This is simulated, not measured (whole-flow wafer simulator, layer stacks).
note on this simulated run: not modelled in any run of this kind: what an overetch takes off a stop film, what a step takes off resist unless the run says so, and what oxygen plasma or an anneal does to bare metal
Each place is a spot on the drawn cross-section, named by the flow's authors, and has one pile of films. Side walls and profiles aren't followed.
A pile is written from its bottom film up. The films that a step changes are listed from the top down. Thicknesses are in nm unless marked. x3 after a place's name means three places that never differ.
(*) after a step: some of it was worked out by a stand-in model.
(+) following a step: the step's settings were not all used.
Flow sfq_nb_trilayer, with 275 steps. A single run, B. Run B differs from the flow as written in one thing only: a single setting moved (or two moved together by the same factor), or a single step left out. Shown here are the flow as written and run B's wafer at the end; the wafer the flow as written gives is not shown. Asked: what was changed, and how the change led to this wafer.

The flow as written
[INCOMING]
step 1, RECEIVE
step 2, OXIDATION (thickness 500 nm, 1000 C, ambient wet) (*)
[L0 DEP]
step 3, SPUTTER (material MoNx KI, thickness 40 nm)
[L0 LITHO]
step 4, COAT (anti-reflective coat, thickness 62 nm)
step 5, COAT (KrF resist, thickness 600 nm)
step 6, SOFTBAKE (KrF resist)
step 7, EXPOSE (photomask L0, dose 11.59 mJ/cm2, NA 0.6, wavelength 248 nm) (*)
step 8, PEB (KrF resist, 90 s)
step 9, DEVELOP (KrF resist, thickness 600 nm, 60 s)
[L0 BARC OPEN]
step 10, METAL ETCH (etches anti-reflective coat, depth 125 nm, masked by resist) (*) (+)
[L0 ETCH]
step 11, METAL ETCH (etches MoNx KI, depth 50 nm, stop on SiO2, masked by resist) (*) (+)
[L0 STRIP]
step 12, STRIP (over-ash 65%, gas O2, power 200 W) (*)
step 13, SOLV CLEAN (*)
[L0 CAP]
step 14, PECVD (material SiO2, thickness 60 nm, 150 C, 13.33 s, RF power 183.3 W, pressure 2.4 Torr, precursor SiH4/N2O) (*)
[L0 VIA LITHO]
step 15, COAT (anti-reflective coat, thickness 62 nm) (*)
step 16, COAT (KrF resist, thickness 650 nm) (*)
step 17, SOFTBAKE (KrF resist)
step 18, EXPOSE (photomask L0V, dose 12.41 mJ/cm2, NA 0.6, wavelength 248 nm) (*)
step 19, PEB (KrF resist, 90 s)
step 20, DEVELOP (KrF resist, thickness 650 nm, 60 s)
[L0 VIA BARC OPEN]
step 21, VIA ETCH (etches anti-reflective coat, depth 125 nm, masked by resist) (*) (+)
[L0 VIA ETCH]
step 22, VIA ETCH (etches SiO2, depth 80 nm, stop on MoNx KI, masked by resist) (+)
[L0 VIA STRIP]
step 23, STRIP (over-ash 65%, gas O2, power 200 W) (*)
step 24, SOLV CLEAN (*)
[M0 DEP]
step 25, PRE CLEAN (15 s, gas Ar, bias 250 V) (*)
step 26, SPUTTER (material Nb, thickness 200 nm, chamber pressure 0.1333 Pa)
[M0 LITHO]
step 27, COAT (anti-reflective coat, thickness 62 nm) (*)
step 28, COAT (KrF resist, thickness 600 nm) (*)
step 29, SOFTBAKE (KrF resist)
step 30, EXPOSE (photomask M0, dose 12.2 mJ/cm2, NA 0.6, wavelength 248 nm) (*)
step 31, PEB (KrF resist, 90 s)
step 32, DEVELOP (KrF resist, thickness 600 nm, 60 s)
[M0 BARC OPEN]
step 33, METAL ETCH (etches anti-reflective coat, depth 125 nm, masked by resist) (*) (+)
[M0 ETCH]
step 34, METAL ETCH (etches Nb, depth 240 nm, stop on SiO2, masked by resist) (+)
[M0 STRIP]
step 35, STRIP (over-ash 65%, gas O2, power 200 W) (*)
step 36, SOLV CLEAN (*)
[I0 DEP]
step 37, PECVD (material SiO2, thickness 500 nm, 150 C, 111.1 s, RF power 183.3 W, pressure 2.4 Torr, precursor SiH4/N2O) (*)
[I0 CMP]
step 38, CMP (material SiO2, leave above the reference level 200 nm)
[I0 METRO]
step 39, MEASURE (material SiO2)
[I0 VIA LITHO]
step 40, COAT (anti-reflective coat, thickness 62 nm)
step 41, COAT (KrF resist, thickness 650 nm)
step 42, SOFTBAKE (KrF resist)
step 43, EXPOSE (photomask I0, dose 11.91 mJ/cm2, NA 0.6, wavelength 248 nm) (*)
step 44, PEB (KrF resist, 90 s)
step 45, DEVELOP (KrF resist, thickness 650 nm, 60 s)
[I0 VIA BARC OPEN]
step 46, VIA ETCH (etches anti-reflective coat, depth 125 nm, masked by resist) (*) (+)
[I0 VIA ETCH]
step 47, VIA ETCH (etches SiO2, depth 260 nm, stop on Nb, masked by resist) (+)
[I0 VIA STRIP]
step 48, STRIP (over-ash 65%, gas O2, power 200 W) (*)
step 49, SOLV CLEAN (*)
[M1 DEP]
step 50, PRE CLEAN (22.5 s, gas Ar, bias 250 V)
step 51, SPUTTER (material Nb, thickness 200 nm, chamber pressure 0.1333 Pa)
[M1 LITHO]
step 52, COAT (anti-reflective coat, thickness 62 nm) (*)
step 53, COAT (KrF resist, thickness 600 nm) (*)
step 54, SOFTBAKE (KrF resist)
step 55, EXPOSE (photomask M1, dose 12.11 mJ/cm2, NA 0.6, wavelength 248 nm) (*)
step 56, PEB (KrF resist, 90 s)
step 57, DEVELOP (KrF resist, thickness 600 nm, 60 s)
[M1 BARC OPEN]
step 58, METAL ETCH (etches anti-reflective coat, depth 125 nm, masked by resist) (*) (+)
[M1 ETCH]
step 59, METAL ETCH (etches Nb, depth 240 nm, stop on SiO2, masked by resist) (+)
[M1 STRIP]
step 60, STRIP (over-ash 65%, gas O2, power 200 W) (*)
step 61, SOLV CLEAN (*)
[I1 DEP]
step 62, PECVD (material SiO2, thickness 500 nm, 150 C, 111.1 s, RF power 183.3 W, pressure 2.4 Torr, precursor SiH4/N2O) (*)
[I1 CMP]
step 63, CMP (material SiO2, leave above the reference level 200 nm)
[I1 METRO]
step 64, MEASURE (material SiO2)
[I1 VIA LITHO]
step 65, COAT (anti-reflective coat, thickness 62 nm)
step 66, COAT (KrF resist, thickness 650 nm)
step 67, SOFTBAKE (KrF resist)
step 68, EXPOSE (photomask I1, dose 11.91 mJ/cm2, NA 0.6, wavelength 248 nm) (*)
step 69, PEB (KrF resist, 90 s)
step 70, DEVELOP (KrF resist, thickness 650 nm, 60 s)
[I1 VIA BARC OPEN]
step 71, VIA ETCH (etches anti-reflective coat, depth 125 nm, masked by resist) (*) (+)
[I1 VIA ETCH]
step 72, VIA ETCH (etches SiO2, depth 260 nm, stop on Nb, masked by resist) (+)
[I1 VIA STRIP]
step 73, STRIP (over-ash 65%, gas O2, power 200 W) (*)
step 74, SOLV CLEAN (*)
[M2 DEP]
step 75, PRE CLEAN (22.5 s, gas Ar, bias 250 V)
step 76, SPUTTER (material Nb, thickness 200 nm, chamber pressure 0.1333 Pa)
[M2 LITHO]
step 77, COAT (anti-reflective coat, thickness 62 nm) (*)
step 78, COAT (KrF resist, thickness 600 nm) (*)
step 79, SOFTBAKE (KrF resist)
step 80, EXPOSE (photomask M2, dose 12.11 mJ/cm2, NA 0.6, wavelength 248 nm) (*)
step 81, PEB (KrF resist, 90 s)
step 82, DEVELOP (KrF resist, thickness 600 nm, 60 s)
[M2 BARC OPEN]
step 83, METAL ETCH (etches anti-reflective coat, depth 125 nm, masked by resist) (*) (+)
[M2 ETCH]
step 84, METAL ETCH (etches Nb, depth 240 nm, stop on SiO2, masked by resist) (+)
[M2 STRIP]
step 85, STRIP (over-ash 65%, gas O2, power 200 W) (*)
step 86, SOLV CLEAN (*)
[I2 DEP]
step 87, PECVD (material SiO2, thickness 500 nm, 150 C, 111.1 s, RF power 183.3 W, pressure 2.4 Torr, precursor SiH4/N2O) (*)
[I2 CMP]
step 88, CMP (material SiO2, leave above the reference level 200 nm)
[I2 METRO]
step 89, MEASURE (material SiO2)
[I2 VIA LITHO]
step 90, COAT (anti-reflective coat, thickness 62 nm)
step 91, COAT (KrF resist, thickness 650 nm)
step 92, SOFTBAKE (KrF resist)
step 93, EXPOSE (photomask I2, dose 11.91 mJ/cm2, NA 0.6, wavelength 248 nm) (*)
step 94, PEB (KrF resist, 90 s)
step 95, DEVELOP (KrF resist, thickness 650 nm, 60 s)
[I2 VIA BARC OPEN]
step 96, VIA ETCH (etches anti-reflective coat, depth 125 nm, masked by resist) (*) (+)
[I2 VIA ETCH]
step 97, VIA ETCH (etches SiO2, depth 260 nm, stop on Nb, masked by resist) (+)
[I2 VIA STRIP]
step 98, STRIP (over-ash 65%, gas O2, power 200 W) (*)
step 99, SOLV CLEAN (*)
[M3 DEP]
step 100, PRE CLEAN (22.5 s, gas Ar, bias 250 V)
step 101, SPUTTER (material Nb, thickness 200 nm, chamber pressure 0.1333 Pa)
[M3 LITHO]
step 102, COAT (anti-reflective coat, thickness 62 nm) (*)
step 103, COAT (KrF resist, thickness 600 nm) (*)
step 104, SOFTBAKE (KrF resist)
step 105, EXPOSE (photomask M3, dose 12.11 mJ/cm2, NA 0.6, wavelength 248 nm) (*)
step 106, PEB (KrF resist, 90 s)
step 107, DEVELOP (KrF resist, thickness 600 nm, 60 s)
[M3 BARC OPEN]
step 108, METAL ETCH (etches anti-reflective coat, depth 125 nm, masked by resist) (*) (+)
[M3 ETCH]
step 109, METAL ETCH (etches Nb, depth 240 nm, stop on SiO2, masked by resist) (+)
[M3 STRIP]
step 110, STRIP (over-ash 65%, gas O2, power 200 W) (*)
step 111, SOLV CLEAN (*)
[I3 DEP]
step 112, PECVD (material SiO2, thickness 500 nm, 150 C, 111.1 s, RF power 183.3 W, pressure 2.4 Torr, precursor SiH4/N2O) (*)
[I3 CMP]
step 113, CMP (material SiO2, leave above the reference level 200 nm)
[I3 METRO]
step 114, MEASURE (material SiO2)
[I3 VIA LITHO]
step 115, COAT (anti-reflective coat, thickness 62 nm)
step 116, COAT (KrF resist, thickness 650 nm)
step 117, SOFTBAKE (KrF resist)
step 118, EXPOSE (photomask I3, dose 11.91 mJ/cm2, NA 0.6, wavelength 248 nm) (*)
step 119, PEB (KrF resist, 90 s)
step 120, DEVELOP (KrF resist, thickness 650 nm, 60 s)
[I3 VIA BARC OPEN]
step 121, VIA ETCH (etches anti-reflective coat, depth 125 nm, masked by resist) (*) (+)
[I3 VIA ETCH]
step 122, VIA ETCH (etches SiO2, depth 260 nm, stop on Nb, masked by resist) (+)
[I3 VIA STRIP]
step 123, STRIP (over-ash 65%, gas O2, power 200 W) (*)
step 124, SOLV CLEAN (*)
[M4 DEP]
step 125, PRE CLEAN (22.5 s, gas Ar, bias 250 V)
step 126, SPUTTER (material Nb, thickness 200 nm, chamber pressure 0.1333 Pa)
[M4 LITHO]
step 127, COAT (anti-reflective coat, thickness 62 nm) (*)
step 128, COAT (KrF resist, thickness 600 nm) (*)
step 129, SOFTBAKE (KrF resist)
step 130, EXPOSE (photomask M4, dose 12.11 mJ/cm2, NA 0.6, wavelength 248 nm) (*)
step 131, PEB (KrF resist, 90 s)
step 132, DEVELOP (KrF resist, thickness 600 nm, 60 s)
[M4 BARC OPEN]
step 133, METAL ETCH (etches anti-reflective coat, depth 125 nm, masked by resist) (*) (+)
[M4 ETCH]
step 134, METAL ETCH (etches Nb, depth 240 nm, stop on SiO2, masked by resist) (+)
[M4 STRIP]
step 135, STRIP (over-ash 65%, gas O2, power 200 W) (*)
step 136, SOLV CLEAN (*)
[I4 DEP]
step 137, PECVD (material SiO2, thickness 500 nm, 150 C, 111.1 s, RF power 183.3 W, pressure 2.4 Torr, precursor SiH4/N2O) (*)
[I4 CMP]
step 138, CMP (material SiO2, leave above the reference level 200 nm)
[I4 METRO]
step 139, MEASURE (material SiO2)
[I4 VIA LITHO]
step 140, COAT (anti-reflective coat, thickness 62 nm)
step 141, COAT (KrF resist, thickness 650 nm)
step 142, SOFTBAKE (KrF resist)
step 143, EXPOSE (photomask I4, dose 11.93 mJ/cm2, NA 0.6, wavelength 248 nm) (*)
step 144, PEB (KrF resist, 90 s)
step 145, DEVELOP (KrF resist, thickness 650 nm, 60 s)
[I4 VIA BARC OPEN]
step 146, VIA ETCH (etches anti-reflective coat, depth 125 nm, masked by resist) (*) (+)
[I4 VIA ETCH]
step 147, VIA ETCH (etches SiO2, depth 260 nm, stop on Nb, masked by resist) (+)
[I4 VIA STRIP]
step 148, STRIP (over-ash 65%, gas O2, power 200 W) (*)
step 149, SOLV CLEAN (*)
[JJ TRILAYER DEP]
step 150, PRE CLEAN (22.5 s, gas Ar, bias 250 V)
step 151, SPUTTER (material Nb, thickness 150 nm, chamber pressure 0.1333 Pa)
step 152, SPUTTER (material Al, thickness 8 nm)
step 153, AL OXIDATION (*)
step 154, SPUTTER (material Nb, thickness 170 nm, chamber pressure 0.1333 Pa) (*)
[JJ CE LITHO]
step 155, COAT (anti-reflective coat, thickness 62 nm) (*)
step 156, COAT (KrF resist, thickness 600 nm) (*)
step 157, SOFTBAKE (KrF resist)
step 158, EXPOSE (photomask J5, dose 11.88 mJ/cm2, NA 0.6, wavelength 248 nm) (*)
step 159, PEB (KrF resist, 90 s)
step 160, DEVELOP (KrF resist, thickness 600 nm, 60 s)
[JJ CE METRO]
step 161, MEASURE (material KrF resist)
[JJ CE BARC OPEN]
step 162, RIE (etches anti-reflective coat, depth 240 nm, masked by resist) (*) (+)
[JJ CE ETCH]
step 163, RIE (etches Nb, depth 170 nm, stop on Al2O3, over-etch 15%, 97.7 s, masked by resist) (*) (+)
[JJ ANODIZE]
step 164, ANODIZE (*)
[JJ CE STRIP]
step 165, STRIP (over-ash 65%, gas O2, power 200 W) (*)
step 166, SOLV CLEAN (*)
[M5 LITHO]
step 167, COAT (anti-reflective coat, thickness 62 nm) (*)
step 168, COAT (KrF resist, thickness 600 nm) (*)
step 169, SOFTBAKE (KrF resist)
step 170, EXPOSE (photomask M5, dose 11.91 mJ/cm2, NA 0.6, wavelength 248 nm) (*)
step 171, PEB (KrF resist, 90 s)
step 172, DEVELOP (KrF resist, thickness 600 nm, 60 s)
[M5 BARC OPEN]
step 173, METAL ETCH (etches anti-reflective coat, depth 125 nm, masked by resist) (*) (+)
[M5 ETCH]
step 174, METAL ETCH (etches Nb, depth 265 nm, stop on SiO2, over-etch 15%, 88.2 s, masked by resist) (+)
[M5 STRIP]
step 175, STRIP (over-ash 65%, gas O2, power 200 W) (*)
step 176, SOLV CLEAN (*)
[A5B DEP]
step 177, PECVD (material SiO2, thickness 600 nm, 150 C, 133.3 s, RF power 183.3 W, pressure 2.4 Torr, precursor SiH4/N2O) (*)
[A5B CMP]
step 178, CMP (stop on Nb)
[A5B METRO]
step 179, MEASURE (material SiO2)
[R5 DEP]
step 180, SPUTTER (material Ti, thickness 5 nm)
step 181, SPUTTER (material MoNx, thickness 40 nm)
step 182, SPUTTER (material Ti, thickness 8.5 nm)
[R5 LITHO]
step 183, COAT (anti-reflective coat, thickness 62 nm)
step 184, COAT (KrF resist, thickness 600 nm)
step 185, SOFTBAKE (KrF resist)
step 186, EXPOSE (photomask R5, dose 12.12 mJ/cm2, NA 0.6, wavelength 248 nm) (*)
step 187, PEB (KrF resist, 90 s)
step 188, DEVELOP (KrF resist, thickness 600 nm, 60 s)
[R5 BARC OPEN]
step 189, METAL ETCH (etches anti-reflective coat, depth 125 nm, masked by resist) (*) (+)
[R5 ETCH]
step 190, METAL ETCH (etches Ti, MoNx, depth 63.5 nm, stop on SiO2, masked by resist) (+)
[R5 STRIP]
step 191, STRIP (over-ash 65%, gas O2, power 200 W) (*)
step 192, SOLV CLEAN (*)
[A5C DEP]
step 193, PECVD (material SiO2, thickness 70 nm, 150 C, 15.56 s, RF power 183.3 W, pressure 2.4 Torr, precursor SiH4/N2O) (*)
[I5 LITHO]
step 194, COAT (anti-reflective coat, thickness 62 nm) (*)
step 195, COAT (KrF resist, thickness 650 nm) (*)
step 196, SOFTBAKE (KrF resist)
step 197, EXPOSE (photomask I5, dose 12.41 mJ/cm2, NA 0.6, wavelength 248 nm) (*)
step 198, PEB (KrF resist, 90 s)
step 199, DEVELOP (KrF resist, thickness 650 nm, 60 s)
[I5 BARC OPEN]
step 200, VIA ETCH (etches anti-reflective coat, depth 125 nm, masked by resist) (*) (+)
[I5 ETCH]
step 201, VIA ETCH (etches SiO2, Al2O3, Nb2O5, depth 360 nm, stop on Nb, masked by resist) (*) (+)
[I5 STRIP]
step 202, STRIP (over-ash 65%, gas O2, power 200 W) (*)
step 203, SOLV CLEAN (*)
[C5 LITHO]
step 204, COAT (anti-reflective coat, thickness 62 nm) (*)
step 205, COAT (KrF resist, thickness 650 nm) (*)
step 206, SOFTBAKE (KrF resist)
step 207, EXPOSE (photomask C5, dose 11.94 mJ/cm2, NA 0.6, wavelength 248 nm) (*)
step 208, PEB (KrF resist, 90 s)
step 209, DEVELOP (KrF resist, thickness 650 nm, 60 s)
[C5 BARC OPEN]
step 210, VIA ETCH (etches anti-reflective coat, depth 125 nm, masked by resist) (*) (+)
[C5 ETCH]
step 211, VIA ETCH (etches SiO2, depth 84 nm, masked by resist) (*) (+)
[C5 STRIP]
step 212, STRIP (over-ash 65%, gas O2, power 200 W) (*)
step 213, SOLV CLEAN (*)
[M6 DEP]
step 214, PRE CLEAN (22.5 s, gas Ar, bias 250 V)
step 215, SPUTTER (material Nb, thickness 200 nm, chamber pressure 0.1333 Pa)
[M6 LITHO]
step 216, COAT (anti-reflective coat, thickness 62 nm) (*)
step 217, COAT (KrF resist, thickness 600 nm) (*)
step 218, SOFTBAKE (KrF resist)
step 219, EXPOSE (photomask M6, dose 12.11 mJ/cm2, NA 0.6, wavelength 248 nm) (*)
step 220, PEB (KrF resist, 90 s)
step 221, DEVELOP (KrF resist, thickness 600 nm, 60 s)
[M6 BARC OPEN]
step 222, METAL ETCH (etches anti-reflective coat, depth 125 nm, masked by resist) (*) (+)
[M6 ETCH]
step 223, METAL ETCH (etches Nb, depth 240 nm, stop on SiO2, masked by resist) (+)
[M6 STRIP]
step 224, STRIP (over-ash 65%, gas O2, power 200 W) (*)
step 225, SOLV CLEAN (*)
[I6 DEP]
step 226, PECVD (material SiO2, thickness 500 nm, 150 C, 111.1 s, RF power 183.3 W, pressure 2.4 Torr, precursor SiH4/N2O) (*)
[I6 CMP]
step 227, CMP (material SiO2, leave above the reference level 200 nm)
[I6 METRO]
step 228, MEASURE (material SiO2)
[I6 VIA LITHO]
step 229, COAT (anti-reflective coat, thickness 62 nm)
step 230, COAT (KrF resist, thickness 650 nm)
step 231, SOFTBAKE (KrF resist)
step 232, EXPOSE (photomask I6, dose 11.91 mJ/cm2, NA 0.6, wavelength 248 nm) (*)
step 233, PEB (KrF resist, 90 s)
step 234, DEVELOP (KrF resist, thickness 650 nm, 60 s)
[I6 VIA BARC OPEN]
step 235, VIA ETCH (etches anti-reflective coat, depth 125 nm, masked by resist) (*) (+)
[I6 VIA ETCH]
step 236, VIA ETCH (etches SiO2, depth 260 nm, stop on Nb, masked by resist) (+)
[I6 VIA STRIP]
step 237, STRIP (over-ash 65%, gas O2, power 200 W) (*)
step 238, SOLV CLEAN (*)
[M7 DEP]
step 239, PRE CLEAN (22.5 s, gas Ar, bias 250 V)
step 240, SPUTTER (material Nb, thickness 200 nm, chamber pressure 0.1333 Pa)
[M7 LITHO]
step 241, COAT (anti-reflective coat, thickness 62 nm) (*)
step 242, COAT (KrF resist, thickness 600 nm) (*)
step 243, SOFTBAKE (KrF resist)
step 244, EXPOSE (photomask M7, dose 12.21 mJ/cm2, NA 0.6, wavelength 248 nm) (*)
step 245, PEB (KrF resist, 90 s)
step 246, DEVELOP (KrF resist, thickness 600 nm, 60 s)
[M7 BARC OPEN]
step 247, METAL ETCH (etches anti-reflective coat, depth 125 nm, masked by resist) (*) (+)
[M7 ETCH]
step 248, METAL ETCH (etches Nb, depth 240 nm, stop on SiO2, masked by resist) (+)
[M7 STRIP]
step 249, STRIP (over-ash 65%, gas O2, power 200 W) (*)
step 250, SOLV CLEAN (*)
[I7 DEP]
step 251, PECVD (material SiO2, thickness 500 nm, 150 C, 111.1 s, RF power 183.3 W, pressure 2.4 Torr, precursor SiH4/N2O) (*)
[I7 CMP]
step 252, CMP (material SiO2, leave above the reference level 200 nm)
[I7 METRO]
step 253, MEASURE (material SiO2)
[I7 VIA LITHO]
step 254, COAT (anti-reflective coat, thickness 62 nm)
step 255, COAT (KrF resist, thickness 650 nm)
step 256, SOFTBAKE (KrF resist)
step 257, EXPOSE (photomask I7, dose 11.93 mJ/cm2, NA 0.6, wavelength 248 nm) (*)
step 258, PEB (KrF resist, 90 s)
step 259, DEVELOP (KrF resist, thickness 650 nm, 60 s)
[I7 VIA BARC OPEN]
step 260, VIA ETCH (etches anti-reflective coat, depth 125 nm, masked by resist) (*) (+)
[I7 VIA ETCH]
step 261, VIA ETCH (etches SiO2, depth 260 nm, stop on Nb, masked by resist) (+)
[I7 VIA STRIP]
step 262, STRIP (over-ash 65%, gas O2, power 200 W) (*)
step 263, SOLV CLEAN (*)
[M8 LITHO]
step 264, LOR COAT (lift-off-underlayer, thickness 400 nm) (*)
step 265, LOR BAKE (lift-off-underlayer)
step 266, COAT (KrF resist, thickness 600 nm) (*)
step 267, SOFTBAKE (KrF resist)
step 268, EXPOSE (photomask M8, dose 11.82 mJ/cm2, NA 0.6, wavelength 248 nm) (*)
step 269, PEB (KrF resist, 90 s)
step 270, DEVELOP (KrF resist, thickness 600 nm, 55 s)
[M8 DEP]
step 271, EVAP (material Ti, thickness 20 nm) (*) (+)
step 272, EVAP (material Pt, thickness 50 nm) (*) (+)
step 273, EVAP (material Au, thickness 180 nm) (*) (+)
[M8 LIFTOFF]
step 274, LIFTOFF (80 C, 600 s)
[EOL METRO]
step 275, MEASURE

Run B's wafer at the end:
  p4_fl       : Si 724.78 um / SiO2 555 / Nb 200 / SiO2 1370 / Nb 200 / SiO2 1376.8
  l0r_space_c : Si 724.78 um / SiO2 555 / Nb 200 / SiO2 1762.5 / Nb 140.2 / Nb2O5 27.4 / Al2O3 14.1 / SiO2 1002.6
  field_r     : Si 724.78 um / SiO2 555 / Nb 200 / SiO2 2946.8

The reason: step 152, SPUTTER: thickness 8.88 nm was run, though the flow has thickness 8 nm.

How this came from the change, step by step:
  step 152, SPUTTER (material Al, thickness 8 nm)
      field_l, v_sur, via_sp and 100 more: +8.88 Al (new film) (as written it would have been: +8 Al (new film))
      via_wl, via_wr: +5.7 Al (new film) (as written it would have been: +5.14 Al (new film))
      (and at 1 other place as well)
  step 164, ANODIZE (*)
      field_l, v_sur, via_sp and 96 more: +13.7 Al2O3, +27.4 Nb2O5 (new film), -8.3 Al (all of it), -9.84 Nb (as written it would have been: +12.2 Al2O3, +29.9 Nb2O5 (new film), -7.42 Al (all of it), -10.8 Nb)
      via_wl, via_wr: +8.45 Al2O3 (new film), +37.5 Nb2O5 (new film), -5.12 Al (all of it), -13.5 Nb (as written it would have been: +7.52 Al2O3 (new film), +39.2 Nb2O5 (new film), -4.56 Al (all of it), -14.1 Nb)
      (and at 1 other place as well)
  step 167, COAT (anti-reflective coat, thickness 62 nm) (*)
      ce_l: +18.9 anti-reflective coat (new film) (as written it would have been: +19.6 anti-reflective coat (new film))
      ce_r: +18.9 anti-reflective coat (new film) (as written it would have been: +19.7 anti-reflective coat (new film))
  step 174, METAL ETCH (etches Nb, depth 265 nm, stop on SiO2, over-etch 15%, 88.2 s, masked by resist) (+)
      field_l, r_sur, res and 50 more: -14.1 Al2O3 (all of it), -27.4 Nb2O5 (all of it), -140.2 Nb (all of it), -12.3 SiO2 (as written it would have been: -12.6 Al2O3 (all of it), -29.9 Nb2O5 (all of it), -139.2 Nb (all of it), -12.3 SiO2)
  step 175, STRIP (over-ash 65%, gas O2, power 200 W) (*)
      ce_l: -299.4 KrF resist (all of it), -18.9 anti-reflective coat (all of it) (as written it would have been: -299.6 KrF resist (all of it), -19.6 anti-reflective coat (all of it))
      ce_r: -299.7 KrF resist (all of it), -18.9 anti-reflective coat (all of it) (as written it would have been: -299.9 KrF resist (all of it), -19.7 anti-reflective coat (all of it))
  step 201, VIA ETCH (etches SiO2, Al2O3, Nb2O5, depth 360 nm, stop on Nb, masked by resist) (*) (+)
      be: -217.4 SiO2 (all of it), -14.1 Al2O3 (all of it), -27.4 Nb2O5 (all of it) (as written it would have been: -216.4 SiO2 (all of it), -12.7 Al2O3 (all of it), -29.9 Nb2O5 (all of it))
